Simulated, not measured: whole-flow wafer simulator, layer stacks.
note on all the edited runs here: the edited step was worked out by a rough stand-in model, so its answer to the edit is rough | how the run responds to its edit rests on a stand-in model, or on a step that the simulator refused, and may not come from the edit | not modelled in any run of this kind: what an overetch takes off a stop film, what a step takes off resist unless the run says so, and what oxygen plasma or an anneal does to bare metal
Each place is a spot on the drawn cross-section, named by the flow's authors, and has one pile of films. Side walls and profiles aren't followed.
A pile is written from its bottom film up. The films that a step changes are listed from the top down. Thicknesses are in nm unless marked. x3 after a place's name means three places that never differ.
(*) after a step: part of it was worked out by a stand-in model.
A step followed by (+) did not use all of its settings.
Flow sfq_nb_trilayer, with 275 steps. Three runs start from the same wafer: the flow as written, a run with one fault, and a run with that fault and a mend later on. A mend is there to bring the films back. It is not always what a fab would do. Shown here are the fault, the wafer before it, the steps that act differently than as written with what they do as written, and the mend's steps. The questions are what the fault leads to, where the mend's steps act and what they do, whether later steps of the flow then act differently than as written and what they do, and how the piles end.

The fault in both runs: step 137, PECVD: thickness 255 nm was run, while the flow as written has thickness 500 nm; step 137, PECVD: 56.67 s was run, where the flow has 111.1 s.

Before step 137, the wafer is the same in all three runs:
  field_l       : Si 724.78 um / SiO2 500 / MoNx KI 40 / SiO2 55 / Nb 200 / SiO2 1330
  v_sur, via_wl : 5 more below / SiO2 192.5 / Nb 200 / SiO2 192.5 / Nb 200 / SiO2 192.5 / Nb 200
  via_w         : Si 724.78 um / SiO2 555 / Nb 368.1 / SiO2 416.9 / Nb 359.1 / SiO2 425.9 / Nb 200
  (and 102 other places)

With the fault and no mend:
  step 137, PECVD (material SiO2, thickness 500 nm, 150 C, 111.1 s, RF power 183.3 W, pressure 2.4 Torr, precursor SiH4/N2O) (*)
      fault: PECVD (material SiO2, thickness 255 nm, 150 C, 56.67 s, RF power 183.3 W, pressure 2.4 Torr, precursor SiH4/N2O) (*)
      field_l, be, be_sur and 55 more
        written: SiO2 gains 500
        fault: SiO2 gains 255
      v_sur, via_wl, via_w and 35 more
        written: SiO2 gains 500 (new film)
        fault: SiO2 gains 255 (new film)
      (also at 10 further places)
  Steps further on in the flow that do not act as written (18 more steps, not shown, differ only slightly: by at most 2% or 0.5 nm, whichever is larger):
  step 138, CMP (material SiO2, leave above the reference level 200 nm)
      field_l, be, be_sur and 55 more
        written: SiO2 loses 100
        fault: nothing
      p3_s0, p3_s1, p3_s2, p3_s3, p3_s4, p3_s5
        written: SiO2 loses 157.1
        fault: nothing
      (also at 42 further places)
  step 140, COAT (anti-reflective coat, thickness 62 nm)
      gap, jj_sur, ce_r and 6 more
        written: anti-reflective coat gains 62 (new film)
        fault: anti-reflective coat gains 64.2 (new film)
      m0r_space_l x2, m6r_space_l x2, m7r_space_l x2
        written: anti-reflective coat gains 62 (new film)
        fault: anti-reflective coat gains 79.6 (new film)
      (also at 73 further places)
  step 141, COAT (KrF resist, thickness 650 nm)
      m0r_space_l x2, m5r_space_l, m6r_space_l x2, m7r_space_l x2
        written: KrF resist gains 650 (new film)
        fault: KrF resist gains 668.4 (new film)
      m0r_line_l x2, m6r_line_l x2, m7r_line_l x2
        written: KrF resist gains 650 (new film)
        fault: KrF resist gains 678.6 (new film)
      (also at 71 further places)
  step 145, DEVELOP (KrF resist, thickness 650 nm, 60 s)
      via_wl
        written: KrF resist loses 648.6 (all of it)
        fault: KrF resist loses 591.5 (all of it)
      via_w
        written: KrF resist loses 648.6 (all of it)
        fault: KrF resist loses 598.3 (all of it)
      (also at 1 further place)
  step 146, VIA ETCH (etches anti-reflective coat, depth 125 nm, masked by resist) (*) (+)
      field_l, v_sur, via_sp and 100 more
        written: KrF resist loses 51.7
        fault: KrF resist loses 42.4
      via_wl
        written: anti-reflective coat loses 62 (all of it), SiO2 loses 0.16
        fault: anti-reflective coat loses 50.6 (all of it), SiO2 loses 0.13
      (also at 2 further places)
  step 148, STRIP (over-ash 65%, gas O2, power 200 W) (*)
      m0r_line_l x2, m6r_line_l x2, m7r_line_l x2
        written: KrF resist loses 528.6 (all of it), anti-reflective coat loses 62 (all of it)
        fault: KrF resist loses 566.5 (all of it), anti-reflective coat loses 62.6 (all of it)
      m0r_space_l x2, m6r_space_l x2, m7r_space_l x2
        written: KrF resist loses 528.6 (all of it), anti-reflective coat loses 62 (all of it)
        fault: KrF resist loses 556.3 (all of it), anti-reflective coat loses 79.6 (all of it)
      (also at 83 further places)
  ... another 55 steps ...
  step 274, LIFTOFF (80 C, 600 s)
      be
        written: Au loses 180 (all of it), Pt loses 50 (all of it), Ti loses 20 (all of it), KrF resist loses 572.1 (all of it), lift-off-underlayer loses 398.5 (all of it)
        fault: Au loses 180 (all of it), Pt loses 50 (all of it), Ti loses 20 (all of it), KrF resist loses 613.8 (all of it), lift-off-underlayer loses 720.8 (all of it)
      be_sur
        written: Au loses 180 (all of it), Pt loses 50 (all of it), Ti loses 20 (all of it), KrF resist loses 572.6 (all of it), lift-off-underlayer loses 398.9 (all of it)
        fault: Au loses 180 (all of it), Pt loses 50 (all of it), Ti loses 20 (all of it), KrF resist loses 587.3 (all of it), lift-off-underlayer loses 366.3 (all of it)
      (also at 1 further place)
  At via_v, be, be_sur and 38 more, the piles at the end differ from the flow's by more than 2% or 0.5 nm, whichever is larger.
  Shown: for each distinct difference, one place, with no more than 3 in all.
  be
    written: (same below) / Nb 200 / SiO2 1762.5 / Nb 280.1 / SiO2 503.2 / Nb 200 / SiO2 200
    fault: (same below) / Nb 200 / SiO2 1617.5 / Nb 127.3 / Nb2O5 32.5 / Al2O3 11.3 / SiO2 4.66 / Nb 125.9 / SiO2 208.7 / Nb 119.8 / SiO2 312.8
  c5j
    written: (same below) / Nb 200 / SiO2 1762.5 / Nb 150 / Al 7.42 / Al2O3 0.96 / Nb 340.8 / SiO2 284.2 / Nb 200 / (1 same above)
    fault: (same below) / Nb 200 / SiO2 1617.5 / Nb 150 / Al 7.42 / Al2O3 0.96 / Nb 170 / SiO2 123.4 / Nb 183.3 / SiO2 293.3 / Nb 200 / (1 same above)
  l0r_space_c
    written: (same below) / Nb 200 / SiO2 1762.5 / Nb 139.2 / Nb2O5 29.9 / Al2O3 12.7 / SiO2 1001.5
    fault: (same below) / Nb 200 / SiO2 1617.5 / Nb 139.2 / Nb2O5 29.9 / Al2O3 12.7 / SiO2 1146.5

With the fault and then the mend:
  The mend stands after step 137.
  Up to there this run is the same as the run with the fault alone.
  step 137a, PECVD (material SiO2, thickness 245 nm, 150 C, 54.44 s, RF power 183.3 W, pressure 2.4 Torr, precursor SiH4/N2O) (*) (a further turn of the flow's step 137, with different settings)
      field_l, v_sur, via_wl and 99 more
        SiO2 gains 245
      lsp_r, l0_sur, l0v
        SiO2 gains 241.2
      via_v
        SiO2 gains 267.4
  Steps further on in the flow that do not act as written:
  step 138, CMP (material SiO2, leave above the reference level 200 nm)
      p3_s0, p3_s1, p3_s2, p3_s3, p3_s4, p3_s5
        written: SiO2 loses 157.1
        mend: SiO2 loses 100
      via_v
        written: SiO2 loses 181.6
        mend: SiO2 loses 52.9
  The piles end the same as the flow's at every place that both follow.
